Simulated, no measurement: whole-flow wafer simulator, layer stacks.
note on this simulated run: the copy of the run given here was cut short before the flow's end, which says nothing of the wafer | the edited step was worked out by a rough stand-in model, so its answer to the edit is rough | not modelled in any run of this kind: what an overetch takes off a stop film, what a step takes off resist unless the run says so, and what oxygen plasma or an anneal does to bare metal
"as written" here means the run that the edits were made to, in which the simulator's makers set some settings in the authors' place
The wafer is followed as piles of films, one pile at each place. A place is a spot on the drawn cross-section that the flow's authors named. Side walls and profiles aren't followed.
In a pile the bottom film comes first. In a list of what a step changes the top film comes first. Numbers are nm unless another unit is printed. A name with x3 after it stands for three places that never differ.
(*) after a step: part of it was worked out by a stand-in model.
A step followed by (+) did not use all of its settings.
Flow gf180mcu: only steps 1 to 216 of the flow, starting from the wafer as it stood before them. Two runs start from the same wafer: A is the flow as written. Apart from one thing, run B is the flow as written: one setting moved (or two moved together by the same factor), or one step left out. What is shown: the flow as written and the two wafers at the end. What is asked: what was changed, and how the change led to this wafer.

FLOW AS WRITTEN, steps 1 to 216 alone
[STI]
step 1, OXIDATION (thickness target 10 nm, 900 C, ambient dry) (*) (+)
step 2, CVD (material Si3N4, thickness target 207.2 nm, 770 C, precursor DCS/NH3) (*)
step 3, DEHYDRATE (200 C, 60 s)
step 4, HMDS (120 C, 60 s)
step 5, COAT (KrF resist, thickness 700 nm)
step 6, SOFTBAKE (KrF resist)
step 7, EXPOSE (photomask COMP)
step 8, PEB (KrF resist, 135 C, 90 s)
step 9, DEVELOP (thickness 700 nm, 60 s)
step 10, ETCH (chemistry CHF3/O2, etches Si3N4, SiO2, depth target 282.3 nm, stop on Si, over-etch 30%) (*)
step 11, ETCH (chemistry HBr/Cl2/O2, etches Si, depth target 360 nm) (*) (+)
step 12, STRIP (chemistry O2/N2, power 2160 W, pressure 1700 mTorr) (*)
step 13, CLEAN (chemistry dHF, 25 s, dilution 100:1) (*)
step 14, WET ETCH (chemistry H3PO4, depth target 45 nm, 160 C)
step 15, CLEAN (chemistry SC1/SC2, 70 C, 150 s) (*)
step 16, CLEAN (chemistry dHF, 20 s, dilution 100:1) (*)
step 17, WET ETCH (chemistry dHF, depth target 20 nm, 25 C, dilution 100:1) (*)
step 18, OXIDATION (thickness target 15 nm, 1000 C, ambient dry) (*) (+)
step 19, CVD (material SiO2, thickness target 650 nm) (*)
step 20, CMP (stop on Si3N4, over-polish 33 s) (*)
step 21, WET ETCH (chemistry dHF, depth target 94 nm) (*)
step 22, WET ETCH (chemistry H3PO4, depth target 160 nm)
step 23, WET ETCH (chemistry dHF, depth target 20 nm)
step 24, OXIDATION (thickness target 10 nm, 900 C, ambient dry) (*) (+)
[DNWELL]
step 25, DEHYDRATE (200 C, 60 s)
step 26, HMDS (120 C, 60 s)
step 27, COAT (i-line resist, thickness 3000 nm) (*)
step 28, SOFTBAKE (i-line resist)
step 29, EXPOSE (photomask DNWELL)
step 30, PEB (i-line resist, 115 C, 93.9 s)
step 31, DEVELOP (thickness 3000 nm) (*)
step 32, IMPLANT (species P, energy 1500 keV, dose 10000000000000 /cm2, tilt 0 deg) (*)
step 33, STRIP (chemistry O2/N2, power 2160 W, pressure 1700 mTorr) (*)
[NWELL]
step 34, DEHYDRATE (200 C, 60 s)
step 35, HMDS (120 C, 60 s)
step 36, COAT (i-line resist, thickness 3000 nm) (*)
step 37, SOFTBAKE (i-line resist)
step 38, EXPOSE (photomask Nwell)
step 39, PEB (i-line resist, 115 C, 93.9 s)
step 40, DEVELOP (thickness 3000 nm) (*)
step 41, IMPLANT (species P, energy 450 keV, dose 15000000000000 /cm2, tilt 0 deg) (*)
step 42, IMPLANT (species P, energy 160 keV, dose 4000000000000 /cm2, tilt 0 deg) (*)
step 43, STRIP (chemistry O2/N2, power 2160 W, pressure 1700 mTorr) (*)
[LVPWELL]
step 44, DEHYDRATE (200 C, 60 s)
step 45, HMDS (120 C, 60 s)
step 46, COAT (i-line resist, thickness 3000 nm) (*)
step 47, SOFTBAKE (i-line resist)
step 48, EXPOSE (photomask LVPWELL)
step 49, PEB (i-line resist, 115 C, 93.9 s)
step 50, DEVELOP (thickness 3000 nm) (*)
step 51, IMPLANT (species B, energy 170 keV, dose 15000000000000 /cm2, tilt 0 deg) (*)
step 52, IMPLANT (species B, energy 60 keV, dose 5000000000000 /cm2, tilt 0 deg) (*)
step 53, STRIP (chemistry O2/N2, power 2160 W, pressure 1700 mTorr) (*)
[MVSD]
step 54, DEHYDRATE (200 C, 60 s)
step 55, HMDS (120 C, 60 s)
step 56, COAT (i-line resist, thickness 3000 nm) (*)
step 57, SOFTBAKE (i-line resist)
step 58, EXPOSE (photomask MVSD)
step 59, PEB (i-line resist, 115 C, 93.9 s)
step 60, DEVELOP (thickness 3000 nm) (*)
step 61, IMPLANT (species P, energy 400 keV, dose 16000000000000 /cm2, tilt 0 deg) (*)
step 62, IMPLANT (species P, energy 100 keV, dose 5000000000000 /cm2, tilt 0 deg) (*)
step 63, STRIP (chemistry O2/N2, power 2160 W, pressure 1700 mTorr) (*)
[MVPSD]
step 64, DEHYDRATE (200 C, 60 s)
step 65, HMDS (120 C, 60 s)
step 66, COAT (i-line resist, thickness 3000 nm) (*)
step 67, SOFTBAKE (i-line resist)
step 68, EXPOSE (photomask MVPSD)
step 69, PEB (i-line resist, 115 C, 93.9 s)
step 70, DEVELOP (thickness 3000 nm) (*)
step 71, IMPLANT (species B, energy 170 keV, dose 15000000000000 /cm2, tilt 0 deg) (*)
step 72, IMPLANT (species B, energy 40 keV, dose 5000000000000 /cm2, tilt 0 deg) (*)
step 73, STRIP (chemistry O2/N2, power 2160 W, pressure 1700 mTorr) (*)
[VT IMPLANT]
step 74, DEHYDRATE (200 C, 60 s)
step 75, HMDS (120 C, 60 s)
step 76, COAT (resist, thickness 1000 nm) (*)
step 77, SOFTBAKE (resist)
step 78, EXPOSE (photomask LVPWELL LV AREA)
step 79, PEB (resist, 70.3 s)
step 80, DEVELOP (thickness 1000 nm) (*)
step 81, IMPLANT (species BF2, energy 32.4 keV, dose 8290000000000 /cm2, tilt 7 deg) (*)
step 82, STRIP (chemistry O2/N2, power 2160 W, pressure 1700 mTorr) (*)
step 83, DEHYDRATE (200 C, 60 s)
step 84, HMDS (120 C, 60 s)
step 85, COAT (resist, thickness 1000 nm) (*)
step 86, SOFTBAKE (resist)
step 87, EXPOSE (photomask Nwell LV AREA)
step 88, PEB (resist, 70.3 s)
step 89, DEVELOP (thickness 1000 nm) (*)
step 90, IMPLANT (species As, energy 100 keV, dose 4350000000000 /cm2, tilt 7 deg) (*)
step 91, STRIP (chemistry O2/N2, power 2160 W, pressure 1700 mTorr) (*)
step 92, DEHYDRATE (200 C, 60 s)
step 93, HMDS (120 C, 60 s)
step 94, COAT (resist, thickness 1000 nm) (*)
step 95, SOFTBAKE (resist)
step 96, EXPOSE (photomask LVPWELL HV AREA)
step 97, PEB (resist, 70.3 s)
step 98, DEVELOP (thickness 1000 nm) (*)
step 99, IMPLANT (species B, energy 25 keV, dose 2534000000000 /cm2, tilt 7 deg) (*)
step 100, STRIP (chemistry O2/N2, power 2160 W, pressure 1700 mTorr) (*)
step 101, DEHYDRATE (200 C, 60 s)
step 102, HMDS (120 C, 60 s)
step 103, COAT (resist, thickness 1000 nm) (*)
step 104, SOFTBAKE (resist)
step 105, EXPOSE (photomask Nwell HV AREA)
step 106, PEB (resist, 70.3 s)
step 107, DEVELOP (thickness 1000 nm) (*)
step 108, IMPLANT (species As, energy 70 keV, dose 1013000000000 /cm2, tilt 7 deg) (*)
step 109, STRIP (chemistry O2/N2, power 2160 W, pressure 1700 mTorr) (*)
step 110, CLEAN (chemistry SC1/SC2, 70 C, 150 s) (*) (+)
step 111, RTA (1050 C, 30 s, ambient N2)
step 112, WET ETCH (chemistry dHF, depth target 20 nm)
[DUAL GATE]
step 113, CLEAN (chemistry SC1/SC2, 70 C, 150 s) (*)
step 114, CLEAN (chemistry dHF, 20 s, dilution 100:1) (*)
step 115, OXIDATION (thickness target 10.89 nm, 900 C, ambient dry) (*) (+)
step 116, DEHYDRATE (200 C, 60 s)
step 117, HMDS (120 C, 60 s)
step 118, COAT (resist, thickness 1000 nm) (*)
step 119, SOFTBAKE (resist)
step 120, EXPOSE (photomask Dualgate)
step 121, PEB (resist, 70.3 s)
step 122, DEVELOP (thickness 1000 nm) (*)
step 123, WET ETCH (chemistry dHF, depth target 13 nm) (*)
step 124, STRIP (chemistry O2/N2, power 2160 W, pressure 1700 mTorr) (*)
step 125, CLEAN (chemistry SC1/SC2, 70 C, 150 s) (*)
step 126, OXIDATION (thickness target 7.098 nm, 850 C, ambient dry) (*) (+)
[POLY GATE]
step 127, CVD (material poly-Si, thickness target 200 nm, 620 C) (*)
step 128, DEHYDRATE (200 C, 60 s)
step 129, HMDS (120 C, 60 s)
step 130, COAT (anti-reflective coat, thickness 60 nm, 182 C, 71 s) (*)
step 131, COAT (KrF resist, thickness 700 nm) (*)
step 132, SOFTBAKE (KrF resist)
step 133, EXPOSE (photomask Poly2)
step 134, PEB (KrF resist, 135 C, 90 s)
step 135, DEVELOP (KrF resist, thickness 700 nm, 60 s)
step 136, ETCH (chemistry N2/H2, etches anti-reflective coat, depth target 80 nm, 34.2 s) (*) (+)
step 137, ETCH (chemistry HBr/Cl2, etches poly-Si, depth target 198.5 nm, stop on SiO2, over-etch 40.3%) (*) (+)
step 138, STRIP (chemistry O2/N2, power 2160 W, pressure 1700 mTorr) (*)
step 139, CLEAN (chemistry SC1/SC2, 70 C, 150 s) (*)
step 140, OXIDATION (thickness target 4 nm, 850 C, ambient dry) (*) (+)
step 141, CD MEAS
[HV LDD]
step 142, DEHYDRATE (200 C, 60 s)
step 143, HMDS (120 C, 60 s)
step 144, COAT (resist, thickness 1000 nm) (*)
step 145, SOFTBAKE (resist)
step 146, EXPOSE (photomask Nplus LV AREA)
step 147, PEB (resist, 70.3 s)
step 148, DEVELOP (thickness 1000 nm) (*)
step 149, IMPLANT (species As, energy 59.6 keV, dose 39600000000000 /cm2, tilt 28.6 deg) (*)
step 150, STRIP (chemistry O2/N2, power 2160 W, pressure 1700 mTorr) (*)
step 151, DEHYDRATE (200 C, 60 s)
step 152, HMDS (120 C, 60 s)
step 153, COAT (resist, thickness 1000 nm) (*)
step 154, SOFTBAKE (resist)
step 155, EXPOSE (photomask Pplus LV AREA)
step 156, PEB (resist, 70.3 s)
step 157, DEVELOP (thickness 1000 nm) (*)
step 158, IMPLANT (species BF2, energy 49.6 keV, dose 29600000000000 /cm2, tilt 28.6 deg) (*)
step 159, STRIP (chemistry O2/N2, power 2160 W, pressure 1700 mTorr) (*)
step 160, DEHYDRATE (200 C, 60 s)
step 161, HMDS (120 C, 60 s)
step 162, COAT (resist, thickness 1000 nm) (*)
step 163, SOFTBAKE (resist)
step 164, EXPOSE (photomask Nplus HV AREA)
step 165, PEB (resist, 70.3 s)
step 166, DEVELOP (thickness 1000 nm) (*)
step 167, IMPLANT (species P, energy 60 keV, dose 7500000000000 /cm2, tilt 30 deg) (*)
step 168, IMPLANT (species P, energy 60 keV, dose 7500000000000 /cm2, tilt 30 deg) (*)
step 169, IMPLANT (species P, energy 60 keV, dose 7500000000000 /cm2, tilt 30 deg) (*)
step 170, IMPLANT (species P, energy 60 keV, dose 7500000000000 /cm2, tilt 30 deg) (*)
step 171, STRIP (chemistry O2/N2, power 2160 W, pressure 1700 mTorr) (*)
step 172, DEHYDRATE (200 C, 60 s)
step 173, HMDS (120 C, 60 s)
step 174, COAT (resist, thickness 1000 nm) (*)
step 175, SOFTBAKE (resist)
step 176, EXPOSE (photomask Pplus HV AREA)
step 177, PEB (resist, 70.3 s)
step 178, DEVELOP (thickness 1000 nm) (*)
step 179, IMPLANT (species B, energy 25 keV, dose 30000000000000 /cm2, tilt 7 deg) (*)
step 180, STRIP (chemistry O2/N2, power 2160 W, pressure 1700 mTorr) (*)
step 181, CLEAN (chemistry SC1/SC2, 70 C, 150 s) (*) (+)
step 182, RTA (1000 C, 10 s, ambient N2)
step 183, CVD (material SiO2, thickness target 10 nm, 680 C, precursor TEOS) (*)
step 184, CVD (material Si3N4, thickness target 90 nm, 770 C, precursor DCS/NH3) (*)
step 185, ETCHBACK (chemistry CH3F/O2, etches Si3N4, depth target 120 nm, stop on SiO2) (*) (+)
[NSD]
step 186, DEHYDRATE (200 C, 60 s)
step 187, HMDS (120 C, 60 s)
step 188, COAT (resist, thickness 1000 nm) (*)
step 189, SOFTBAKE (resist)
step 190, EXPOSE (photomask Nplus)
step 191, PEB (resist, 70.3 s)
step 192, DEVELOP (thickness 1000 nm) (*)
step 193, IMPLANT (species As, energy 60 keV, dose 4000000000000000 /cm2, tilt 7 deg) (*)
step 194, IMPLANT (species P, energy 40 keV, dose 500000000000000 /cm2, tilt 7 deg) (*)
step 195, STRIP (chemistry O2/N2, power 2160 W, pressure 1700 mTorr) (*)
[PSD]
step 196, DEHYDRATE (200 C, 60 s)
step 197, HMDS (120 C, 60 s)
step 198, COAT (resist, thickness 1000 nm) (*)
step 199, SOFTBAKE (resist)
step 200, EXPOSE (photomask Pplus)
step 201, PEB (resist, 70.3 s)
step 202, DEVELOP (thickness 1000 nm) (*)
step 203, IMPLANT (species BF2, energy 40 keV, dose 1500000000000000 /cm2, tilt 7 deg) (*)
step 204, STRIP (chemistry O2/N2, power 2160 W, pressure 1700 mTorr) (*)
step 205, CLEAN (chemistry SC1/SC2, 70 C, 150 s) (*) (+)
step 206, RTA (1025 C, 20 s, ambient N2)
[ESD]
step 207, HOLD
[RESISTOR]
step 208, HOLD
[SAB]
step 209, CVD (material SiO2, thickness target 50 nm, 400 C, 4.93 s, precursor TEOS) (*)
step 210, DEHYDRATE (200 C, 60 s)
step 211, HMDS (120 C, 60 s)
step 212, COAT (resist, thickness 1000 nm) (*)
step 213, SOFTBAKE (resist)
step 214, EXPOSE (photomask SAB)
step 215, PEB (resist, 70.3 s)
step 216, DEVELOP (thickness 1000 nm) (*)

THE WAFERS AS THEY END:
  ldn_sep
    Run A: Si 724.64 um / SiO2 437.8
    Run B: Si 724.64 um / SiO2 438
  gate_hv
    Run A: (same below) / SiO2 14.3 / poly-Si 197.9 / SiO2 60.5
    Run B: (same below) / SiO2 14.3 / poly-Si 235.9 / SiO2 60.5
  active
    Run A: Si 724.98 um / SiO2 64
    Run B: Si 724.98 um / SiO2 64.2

Cause: step 127, CVD: thickness target 238 nm was run, while the flow as written has thickness target 200 nm.

The path from the change to this, step by step:
  step 127, CVD (material poly-Si, thickness target 200 nm, 620 C) (*)
      field, field__w1, field__w2 and 89 more: A +200 poly-Si (new film) | B +238 poly-Si (new film)
  step 137, ETCH (chemistry HBr/Cl2, etches poly-Si, depth target 198.5 nm, stop on SiO2, over-etch 40.3%) (*) (+)
      field__w3, field__w12, field_sub and 14 more: A -199 poly-Si (all of it), -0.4 SiO2 | B -237 poly-Si (all of it), -0.21 SiO2
      field__w6, sti, m1 and 10 more: A -198.8 poly-Si (all of it), -0.4 SiO2 | B -236.8 poly-Si (all of it), -0.21 SiO2
      (as well as at 34 more places)
  step 144, COAT (resist, thickness 1000 nm) (*)
      polyc_n, polyc_p: A +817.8 resist (new film) | B +786.1 resist (new film)
      gate: A +837.3 resist (new film) | B +805.8 resist (new film)
      (as well as at 25 more places)
  step 145, SOFTBAKE (resist)
      ldn_dft, ldp_dft: A -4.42 resist | B -5.48 resist
      field__w1: A +4.19 resist | B +5.2 resist
      (as well as at 59 more places)
  step 147, PEB (resist, 70.3 s)
      gate_p, ld_fp_n, ppoly_u, gate_hv5: A -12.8 resist | B -12.2 resist
      polyc_n, polyc_n_rim, polyc_p, polyc_p_rim: A -12.2 resist | B -11.6 resist
      (as well as at 6 more places)
  step 148, DEVELOP (thickness 1000 nm) (*)
      gate: A -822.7 resist (all of it) | B -791.1 resist (all of it)
      npoly_u: A -821.5 resist (all of it) | B -790.9 resist (all of it)
      (as well as at 3 more places)
  step 150, STRIP (chemistry O2/N2, power 2160 W, pressure 1700 mTorr) (*)
      gate_hv: A -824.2 resist (all of it) | B -794.4 resist (all of it)
      gate_p: A -828.7 resist (all of it) | B -797.9 resist (all of it)
      (as well as at 21 more places)
  step 153, COAT (resist, thickness 1000 nm) (*)
      polyc_n, polyc_p: A +817.8 resist (new film) | B +786.1 resist (new film)
      gate: A +837.3 resist (new film) | B +805.8 resist (new film)
      (as well as at 25 more places)
  step 154, SOFTBAKE (resist)
      ldn_dft, ldp_dft: A -4.42 resist | B -5.48 resist
      field__w1: A +4.19 resist | B +5.2 resist
      (as well as at 59 more places)
  step 156, PEB (resist, 70.3 s)
      gate_p, ld_fp_n, ppoly_u, gate_hv5: A -12.8 resist | B -12.2 resist
      polyc_n, polyc_n_rim, polyc_p, polyc_p_rim: A -12.2 resist | B -11.6 resist
      (as well as at 6 more places)
  step 157, DEVELOP (thickness 1000 nm) (*)
      gate_p: A -828.7 resist (all of it) | B -797.9 resist (all of it)
      ppoly_u: A -827 resist (all of it) | B -797.5 resist (all of it)
      (as well as at 3 more places)
  step 159, STRIP (chemistry O2/N2, power 2160 W, pressure 1700 mTorr) (*)
      gate: A -822.7 resist (all of it) | B -791.1 resist (all of it)
      gate_hv: A -824.2 resist (all of it) | B -794.4 resist (all of it)
      (as well as at 21 more places)
  step 162, COAT (resist, thickness 1000 nm) (*)
      polyc_n, polyc_p: A +817.8 resist (new film) | B +786.1 resist (new film)
      gate: A +837.3 resist (new film) | B +805.8 resist (new film)
      (as well as at 25 more places)
  step 163, SOFTBAKE (resist)
      ldn_dft, ldp_dft: A -4.42 resist | B -5.48 resist
      field__w1: A +4.19 resist | B +5.2 resist
      (as well as at 59 more places)
  step 165, PEB (resist, 70.3 s)
      gate_p, ld_fp_n, ppoly_u, gate_hv5: A -12.8 resist | B -12.2 resist
      polyc_n, polyc_n_rim, polyc_p, polyc_p_rim: A -12.2 resist | B -11.6 resist
      (as well as at 6 more places)
  step 166, DEVELOP (thickness 1000 nm) (*)
      gate_hv: A -824.2 resist (all of it) | B -794.4 resist (all of it)
      gate_nat: A -854.5 resist (all of it) | B -830.4 resist (all of it)
      (as well as at 7 more places)
  ... 20 further steps ...
  step 216, DEVELOP (thickness 1000 nm) (*)
      gate: A -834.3 resist (all of it) | B -805.2 resist (all of it)
      gate_hv: A -836.1 resist (all of it) | B -808.9 resist (all of it)
      (as well as at 24 more places)
